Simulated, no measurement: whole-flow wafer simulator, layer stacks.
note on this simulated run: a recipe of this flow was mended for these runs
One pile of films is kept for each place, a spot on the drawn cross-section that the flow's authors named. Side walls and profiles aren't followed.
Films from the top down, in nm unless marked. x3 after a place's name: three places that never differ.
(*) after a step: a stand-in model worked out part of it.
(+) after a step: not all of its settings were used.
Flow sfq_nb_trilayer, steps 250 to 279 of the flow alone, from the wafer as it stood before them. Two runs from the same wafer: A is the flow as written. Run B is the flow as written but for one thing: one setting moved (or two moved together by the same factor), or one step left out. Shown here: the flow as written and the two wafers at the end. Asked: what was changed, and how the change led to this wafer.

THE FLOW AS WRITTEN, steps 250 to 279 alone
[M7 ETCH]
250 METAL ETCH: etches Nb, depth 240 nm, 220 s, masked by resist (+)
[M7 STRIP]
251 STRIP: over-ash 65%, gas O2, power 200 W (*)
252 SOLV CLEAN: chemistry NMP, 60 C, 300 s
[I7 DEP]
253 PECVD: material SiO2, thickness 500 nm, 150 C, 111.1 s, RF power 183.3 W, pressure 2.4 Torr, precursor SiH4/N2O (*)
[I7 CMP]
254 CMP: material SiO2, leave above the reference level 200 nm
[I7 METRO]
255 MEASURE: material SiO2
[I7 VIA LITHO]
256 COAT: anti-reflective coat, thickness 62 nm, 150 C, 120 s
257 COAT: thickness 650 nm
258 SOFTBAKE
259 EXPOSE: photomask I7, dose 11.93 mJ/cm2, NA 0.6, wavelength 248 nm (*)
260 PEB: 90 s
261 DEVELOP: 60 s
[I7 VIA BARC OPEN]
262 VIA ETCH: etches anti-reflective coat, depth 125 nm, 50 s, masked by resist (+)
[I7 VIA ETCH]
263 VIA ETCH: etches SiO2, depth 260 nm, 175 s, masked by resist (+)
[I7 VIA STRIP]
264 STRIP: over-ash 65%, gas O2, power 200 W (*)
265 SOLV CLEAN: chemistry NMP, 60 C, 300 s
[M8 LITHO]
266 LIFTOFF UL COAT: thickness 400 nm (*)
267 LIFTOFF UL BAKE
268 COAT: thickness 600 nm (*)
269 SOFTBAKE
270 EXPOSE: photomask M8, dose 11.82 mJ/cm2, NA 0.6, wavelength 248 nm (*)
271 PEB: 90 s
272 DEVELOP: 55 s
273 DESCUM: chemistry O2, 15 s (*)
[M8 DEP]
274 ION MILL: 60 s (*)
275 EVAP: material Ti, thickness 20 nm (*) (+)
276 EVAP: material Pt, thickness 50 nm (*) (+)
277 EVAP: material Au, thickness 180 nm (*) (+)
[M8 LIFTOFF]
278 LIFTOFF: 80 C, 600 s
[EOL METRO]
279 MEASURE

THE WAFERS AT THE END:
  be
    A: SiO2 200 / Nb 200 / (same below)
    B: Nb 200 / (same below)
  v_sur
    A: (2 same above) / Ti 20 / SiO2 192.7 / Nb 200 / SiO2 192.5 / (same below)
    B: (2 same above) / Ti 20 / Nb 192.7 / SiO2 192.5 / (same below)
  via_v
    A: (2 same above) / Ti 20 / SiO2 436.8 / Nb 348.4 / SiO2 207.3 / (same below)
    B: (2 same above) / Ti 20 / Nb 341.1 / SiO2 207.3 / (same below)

The cause: step 251, STRIP: over-ash 65%, gas O2, power 200 W (*), was left out.

How the change led to this, step by step:
  253 PECVD: material SiO2, thickness 500 nm, 150 C, 111.1 s, RF power 183.3 W, pressure 2.4 Torr, precursor SiH4/N2O (*)
      field_r, lsp_l: A SiO2 +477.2 | B SiO2 +370.4
      l0_sur, l0v: A SiO2 +487.6 | B SiO2 +444.9
      (and at 3 more places)
  254 CMP: material SiO2, leave above the reference level 200 nm
      wl_j_sl, wl_jj, wl_j_sr and 14 more: A SiO2 -300 | B SiO2 -500 (all of it), KrF-resist-other-grade -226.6
      ln_m5, lsp_m, ln_m6, lsp_r: A SiO2 -300 | B SiO2 -500 (all of it), KrF-resist-other-grade -226.3
      (and at 26 more places)
  256 COAT: anti-reflective coat, thickness 62 nm, 150 C, 120 s
      moat: A anti-reflective coat +62 (new film) | B anti-reflective coat +54.7 (new film)
      field_r: A anti-reflective coat +62 (new film) | B anti-reflective coat +80.9 (new film)
      (and at 2 more places)
  263 VIA ETCH: etches SiO2, depth 260 nm, 175 s, masked by resist (+)
      via_wl, via_w, via_wr: A SiO2 -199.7 (all of it), Nb -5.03 | B KrF-resist-other-grade -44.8
  264 STRIP: over-ash 65%, gas O2, power 200 W (*)
      wl_j_sl, wl_jj, wl_j_sr and 14 more: A KrF-resist-other-grade -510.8 (all of it), anti-reflective coat -62 (all of it) | B KrF-resist-other-grade -510.8 (all of it), anti-reflective coat -62 (all of it), KrF-resist-other-grade -138 (all of it), anti-reflective coat -62 (all of it)
      v_sur: A KrF-resist-other-grade -510.8 (all of it), anti-reflective coat -62 (all of it) | B KrF-resist-other-grade -510.7 (all of it), anti-reflective coat -62 (all of it), KrF-resist-other-grade -135.4 (all of it), anti-reflective coat -64.6 (all of it)
      (and at 25 more places)
  266 LIFTOFF UL COAT: thickness 400 nm (*)
      m0r_line_l, m0r_line_r, m6r_line_l, m6r_line_r: A lift-off-underlayer +400 (new film) | B lift-off-underlayer +374.3 (new film)
      m0r_space_l, m0r_space_r, m6r_space_l, m6r_space_r: A lift-off-underlayer +400 (new film) | B lift-off-underlayer +361.5 (new film)
      (and at 82 more places)
  268 COAT: thickness 600 nm (*)
      m0r_line_l, m0r_line_r, m6r_line_l, m6r_line_r: A KrF-resist-other-grade +600 (new film) | B KrF-resist-other-grade +586.5 (new film)
      wl_j_sl, wl_jj, wl_j_sr: A KrF-resist-other-grade +600 (new film) | B KrF-resist-other-grade +616.3 (new film)
      (and at 49 more places)
  272 DEVELOP: 55 s
      field_l: A KrF-resist-other-grade -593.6 (all of it), lift-off-underlayer -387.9 (all of it) | B KrF-resist-other-grade -571.2 (all of it), lift-off-underlayer -344.5 (all of it)
      v_sur: A KrF-resist-other-grade -607.6 (all of it), lift-off-underlayer -368.7 (all of it) | B KrF-resist-other-grade -607.7 (all of it), lift-off-underlayer -491 (all of it)
      (and at 9 more places)
  274 ION MILL: 60 s (*)
      v_sur, via_sp, via_v, wire: A SiO2 -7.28 | B Nb -7.3
  278 LIFTOFF: 80 C, 600 s
      m0r_line_l, m0r_line_r, m6r_line_l, m6r_line_r: A Au -180 (all of it), Pt -50 (all of it), Ti -20 (all of it), KrF-resist-other-grade -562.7 (all of it), lift-off-underlayer -400 (all of it) | B Au -180 (all of it), Pt -50 (all of it), Ti -20 (all of it), KrF-resist-other-grade -549.2 (all of it), lift-off-underlayer -374.3 (all of it)
      m0r_space_l, m0r_space_r, m6r_space_l, m6r_space_r: A Au -180 (all of it), Pt -50 (all of it), Ti -20 (all of it), KrF-resist-other-grade -562.7 (all of it), lift-off-underlayer -400 (all of it) | B Au -180 (all of it), Pt -50 (all of it), Ti -20 (all of it), KrF-resist-other-grade -559.6 (all of it), lift-off-underlayer -361.5 (all of it)
      (and at 71 more places)
Counting metal films that touch as one body, v_sur has 8 bodies (between them, from the top down: SiO2 192.5; SiO2 207.3 / Al2O3 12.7 / Nb2O5 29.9; SiO2 192.5; SiO2 192.5; SiO2 192.5; SiO2 192.5; SiO2 192.5); the flow as written gives 9 bodies (between them, from the top down: SiO2 192.7; SiO2 192.5; SiO2 207.3 / Al2O3 12.7 / Nb2O5 29.9; SiO2 192.5; SiO2 192.5; SiO2 192.5; SiO2 192.5; SiO2 192.5).
Counting metal films that touch as one body, via_v has 5 bodies (between them, from the top down: SiO2 207.3 / Al2O3 12.7 / Nb2O5 29.9; SiO2 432; SiO2 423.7; SiO2 192.5); the flow as written gives 6 bodies (between them, from the top down: SiO2 436.8; SiO2 207.3 / Al2O3 12.7 / Nb2O5 29.9; SiO2 432; SiO2 423.7; SiO2 192.5).
